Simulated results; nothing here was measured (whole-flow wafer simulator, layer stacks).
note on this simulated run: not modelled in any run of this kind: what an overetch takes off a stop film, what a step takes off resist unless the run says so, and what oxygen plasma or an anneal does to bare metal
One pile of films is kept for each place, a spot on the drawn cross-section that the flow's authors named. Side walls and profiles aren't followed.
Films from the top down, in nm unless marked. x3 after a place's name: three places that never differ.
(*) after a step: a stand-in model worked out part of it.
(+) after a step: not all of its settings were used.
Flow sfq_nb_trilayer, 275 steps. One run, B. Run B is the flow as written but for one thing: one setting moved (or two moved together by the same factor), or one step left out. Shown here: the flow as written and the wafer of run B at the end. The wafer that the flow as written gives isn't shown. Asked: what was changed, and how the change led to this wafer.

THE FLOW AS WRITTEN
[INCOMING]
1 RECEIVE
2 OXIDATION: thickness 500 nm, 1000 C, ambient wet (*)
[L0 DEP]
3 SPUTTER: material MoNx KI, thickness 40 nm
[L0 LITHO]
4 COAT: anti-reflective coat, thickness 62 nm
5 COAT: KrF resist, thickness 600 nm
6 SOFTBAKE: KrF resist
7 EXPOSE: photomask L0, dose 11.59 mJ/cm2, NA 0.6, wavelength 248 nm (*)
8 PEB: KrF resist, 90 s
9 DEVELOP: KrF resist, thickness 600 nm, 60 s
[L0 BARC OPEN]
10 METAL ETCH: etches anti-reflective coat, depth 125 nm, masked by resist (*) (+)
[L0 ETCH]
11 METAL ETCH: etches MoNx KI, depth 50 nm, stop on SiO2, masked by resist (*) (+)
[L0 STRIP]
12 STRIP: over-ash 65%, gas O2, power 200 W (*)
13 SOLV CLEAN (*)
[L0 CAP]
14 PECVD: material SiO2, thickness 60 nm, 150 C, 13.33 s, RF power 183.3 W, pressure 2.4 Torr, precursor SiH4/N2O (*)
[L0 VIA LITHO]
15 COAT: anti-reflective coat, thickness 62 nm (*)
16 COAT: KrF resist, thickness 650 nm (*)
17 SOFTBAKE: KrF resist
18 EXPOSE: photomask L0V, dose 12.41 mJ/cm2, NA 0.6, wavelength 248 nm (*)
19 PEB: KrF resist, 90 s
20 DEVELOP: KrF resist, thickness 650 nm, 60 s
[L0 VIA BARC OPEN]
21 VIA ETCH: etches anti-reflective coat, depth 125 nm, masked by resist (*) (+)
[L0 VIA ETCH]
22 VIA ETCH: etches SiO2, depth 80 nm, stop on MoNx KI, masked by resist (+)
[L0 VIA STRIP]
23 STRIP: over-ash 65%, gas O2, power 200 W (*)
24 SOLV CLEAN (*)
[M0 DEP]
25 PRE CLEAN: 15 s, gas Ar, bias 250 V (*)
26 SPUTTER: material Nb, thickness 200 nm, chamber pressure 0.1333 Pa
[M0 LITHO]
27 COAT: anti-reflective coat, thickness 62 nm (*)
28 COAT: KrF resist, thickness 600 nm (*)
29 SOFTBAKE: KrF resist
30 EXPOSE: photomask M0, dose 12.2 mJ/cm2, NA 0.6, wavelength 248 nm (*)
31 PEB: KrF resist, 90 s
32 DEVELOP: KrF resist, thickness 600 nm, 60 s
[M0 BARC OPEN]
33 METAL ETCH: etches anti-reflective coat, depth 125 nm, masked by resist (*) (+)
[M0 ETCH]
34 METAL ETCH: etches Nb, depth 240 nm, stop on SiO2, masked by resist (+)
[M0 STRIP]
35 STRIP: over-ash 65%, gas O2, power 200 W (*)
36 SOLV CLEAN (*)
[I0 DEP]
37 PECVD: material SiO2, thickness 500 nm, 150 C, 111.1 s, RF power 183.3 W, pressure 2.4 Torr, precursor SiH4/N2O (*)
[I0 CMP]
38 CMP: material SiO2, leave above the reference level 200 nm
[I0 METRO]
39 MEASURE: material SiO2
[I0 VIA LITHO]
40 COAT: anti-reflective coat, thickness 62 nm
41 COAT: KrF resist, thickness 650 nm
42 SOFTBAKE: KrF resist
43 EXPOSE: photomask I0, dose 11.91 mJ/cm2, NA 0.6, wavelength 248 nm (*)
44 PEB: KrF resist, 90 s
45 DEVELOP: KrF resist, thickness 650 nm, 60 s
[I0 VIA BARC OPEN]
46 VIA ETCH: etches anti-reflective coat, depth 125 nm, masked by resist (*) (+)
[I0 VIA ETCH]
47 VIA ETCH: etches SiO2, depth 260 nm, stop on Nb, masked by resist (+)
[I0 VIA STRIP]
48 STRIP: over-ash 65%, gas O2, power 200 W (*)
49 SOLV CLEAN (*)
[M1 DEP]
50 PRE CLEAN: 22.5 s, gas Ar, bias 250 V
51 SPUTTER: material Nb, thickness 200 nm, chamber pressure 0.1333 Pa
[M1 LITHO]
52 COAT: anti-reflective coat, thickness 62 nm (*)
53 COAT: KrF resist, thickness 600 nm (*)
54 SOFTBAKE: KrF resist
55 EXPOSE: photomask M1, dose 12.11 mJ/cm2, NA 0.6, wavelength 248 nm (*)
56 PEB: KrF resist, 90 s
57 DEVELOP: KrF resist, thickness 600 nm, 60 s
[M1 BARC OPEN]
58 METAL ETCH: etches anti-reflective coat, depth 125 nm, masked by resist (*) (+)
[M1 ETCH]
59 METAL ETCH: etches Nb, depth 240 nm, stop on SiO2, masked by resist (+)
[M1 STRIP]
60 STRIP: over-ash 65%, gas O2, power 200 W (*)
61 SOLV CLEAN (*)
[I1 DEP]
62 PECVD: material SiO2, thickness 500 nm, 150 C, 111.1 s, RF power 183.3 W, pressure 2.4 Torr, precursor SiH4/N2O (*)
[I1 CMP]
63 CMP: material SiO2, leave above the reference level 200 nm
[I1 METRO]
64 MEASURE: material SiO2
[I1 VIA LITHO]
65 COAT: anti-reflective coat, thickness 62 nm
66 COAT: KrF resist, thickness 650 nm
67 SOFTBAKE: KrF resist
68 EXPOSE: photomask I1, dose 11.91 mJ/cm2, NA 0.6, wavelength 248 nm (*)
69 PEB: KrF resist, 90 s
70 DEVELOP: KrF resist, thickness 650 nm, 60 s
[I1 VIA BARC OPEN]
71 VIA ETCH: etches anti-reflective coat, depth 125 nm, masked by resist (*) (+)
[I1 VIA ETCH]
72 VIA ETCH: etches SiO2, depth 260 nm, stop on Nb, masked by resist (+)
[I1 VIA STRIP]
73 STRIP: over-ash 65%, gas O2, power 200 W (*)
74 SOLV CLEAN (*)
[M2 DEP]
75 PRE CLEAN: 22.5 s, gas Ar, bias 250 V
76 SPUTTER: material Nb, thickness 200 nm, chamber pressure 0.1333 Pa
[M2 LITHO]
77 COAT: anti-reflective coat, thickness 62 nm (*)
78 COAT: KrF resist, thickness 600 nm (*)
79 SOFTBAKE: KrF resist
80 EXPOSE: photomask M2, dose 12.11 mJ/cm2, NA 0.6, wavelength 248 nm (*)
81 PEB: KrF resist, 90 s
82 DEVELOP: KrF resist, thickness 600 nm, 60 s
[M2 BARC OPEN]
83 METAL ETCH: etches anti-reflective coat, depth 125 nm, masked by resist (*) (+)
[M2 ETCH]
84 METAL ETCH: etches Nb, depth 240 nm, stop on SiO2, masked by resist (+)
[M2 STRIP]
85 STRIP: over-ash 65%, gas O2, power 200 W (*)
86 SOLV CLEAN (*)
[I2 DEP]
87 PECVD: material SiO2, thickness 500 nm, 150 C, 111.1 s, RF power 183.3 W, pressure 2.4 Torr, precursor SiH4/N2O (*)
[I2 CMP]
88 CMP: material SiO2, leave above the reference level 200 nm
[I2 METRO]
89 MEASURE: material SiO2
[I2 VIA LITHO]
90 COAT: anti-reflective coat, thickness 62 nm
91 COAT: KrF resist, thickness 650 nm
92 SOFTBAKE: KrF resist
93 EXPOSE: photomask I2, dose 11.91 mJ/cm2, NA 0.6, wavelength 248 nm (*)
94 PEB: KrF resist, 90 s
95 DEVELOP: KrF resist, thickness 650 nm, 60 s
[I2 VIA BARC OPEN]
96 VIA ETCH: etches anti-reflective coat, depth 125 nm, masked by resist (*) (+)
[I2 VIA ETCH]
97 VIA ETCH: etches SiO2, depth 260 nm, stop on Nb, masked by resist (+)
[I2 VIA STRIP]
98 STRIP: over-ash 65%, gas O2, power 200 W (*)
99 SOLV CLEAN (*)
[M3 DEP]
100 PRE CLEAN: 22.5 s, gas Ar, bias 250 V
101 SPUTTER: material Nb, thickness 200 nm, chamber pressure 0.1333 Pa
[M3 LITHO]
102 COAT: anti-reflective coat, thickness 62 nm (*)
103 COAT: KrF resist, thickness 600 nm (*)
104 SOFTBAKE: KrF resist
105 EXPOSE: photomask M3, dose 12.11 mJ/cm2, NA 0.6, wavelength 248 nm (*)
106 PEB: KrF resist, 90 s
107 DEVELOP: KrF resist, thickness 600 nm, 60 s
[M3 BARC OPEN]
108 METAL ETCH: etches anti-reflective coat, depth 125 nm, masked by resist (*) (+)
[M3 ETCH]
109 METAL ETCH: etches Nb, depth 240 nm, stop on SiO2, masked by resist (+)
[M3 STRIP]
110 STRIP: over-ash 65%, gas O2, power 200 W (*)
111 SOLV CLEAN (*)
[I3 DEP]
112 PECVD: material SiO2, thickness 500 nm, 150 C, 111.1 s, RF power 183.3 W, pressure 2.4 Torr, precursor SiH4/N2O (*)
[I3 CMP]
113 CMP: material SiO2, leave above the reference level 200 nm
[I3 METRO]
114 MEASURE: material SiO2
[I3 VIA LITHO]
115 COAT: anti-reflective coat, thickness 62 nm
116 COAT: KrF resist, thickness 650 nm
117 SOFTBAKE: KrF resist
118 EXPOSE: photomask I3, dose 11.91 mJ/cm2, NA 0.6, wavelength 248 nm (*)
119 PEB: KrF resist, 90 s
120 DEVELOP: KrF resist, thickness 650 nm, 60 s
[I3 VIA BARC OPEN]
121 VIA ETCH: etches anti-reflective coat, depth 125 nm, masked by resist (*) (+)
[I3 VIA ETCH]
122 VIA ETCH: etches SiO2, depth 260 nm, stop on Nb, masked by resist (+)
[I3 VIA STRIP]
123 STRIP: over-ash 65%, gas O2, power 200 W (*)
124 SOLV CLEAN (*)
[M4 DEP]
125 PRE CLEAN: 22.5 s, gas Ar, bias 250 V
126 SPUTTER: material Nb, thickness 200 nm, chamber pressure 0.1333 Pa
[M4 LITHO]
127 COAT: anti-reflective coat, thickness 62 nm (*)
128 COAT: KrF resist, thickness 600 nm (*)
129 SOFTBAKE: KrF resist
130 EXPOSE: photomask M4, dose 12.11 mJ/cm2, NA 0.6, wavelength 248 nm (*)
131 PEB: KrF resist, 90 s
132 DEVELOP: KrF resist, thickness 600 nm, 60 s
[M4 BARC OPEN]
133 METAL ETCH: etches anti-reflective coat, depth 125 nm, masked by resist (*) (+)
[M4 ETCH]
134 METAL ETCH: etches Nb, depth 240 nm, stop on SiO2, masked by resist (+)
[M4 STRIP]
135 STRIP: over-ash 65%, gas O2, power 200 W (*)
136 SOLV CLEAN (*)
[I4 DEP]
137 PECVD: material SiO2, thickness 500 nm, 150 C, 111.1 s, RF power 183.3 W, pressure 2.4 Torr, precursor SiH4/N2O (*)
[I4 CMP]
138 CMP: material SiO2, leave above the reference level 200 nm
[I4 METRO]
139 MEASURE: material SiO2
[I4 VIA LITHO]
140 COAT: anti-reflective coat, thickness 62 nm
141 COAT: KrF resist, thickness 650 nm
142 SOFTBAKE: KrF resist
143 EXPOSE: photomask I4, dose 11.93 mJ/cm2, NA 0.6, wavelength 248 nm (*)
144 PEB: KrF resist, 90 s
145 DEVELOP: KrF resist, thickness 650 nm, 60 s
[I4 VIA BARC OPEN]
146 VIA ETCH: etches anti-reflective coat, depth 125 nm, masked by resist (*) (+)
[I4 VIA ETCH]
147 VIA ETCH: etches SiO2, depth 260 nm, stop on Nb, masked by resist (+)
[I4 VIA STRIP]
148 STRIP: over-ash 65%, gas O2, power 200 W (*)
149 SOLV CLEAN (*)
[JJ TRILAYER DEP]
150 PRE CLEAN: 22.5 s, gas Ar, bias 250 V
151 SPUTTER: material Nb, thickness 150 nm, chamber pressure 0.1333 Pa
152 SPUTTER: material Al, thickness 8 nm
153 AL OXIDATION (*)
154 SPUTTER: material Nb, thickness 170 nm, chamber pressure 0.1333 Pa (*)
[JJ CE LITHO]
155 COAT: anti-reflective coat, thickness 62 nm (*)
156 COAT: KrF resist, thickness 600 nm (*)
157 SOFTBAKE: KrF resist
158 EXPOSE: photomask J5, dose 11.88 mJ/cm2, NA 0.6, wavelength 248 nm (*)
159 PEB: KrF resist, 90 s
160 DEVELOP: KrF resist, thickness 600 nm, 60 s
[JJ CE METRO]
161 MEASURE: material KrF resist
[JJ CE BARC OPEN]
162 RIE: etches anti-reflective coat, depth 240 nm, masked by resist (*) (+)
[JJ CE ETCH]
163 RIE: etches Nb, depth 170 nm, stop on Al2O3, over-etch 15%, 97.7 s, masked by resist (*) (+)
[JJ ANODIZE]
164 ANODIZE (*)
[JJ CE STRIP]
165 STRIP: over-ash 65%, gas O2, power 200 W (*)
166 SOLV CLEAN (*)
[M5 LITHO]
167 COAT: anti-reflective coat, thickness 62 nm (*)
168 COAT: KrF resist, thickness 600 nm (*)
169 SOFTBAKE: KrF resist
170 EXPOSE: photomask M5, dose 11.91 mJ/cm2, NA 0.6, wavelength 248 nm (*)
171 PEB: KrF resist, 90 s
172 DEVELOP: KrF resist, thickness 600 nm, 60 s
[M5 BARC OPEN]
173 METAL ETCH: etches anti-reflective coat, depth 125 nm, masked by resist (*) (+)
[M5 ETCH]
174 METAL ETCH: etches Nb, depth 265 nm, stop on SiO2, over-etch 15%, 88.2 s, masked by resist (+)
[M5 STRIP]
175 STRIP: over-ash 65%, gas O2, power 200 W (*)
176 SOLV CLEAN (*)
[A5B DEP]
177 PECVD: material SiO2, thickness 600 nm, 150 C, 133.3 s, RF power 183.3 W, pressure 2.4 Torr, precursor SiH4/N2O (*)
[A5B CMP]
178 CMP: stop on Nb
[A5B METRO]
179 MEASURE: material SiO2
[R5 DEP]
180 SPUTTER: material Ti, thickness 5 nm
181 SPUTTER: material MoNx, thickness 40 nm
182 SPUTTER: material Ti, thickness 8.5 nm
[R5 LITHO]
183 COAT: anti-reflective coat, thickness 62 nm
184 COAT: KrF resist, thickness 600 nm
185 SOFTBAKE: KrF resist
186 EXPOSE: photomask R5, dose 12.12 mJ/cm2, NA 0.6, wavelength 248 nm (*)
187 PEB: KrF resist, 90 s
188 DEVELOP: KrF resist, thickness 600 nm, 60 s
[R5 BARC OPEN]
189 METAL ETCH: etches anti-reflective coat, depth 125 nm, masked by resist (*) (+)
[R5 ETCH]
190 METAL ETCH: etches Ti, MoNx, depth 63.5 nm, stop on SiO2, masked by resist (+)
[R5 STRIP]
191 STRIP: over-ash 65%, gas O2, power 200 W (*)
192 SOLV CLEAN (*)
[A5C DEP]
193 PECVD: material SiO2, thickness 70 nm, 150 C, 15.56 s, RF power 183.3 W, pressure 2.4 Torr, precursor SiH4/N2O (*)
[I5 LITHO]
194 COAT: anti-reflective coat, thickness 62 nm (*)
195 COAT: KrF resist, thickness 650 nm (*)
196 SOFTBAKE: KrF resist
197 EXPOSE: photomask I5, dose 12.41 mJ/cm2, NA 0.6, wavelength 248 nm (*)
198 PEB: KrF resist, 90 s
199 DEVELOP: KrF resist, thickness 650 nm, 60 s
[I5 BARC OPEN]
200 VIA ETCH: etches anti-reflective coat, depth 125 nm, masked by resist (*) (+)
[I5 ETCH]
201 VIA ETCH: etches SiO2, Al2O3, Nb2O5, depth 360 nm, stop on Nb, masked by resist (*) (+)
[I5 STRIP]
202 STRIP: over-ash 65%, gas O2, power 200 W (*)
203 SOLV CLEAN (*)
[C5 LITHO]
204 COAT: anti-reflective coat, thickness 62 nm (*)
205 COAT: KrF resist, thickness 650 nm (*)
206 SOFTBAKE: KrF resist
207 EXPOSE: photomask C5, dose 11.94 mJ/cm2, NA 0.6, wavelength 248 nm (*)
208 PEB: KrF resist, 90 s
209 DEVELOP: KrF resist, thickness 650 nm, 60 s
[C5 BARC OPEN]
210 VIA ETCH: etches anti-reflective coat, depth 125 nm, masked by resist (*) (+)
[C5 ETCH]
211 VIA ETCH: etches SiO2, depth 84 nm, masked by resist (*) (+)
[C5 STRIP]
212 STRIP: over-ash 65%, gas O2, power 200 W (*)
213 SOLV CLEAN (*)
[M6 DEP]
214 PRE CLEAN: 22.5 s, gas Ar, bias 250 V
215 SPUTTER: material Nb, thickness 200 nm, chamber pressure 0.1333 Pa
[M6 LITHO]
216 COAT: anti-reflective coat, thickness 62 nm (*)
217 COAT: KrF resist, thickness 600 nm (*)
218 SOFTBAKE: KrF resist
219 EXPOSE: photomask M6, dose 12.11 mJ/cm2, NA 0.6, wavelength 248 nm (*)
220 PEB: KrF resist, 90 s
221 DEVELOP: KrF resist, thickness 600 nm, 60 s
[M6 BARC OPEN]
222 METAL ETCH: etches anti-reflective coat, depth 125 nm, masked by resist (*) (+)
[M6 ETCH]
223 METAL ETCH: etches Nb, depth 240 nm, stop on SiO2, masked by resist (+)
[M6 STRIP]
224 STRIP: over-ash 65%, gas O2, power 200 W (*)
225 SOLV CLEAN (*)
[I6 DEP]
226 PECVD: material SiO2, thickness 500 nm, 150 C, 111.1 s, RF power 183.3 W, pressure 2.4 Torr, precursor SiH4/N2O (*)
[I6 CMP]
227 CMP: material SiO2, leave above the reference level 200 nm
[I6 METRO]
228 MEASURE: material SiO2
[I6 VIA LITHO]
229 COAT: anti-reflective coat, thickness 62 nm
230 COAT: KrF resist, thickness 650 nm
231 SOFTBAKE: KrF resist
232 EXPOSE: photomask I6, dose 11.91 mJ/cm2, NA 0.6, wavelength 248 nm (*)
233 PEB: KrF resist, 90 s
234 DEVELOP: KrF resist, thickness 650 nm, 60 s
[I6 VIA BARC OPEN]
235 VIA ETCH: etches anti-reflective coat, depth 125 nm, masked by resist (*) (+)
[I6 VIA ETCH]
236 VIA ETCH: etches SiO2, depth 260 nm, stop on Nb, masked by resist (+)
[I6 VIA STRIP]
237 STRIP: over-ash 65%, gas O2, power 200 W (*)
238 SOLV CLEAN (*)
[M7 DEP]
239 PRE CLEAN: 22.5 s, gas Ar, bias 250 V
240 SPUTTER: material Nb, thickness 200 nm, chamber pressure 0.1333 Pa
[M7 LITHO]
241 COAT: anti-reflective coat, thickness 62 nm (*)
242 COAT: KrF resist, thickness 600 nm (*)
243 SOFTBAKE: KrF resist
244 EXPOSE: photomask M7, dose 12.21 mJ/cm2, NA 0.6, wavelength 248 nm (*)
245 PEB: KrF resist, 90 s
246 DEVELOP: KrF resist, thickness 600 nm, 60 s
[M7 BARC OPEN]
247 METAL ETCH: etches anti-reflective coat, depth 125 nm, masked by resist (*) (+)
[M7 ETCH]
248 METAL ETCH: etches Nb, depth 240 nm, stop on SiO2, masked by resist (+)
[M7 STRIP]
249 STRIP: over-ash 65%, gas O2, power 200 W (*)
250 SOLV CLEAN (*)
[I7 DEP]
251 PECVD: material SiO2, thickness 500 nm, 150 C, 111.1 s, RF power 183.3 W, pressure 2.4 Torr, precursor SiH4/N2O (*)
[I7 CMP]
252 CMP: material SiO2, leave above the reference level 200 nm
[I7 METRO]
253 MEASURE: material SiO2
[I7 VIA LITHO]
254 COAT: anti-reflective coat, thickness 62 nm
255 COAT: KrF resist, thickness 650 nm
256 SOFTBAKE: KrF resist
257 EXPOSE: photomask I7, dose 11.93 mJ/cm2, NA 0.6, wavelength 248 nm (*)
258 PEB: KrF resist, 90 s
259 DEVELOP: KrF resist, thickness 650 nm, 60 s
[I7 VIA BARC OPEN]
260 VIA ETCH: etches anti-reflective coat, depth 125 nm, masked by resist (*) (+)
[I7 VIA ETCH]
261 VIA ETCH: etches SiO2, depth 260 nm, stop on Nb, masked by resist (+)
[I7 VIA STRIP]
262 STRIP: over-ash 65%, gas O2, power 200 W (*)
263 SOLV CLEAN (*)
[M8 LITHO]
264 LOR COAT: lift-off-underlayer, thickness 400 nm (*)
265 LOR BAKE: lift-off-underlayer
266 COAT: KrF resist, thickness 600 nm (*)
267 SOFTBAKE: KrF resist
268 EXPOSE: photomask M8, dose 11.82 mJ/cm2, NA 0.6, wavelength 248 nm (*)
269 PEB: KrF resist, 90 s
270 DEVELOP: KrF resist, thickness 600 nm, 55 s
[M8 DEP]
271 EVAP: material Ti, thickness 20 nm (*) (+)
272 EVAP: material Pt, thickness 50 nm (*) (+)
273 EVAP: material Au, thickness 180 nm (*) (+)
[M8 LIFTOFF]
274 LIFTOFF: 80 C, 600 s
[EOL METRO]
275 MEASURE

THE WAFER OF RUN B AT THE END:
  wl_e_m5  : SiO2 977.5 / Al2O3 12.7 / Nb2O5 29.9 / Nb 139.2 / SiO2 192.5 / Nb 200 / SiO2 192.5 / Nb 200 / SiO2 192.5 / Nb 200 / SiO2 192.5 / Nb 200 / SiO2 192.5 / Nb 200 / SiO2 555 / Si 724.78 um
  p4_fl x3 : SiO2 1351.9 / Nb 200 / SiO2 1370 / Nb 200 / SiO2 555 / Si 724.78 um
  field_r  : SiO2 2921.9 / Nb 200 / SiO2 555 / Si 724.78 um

The cause: step 215, SPUTTER: thickness 176 nm was run, where the flow has thickness 200 nm.

How the change led to this, step by step:
  215 SPUTTER: material Nb, thickness 200 nm, chamber pressure 0.1333 Pa
      field_l, v_sur, via_wl and 100 more: Nb +176 (new film) (as written it would be: Nb +200 (new film))
      be: Nb +129.9 (as written it would be: Nb +147.3)
      (and at 2 more places)
  223 METAL ETCH: etches Nb, depth 240 nm, stop on SiO2, masked by resist (+)
      field_l, gap, moat and 76 more: Nb -176 (all of it) (as written it would be: Nb -200 (all of it))
  226 PECVD: material SiO2, thickness 500 nm, 150 C, 111.1 s, RF power 183.3 W, pressure 2.4 Torr, precursor SiH4/N2O (*)
      gap, wl_a_sl, m6r_space_l x2: SiO2 +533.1 (as written it would be: SiO2 +557.1)
  227 CMP: material SiO2, leave above the reference level 200 nm
      field_l, p4_fl x3, p4_w1 x9 and 49 more: SiO2 -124 (as written it would be: SiO2 -100)
      moat, field_r, lsp_l, ln_m5, lsp_m: SiO2 -118.4 (as written it would be: SiO2 -93.6)
      (and at 8 more places)
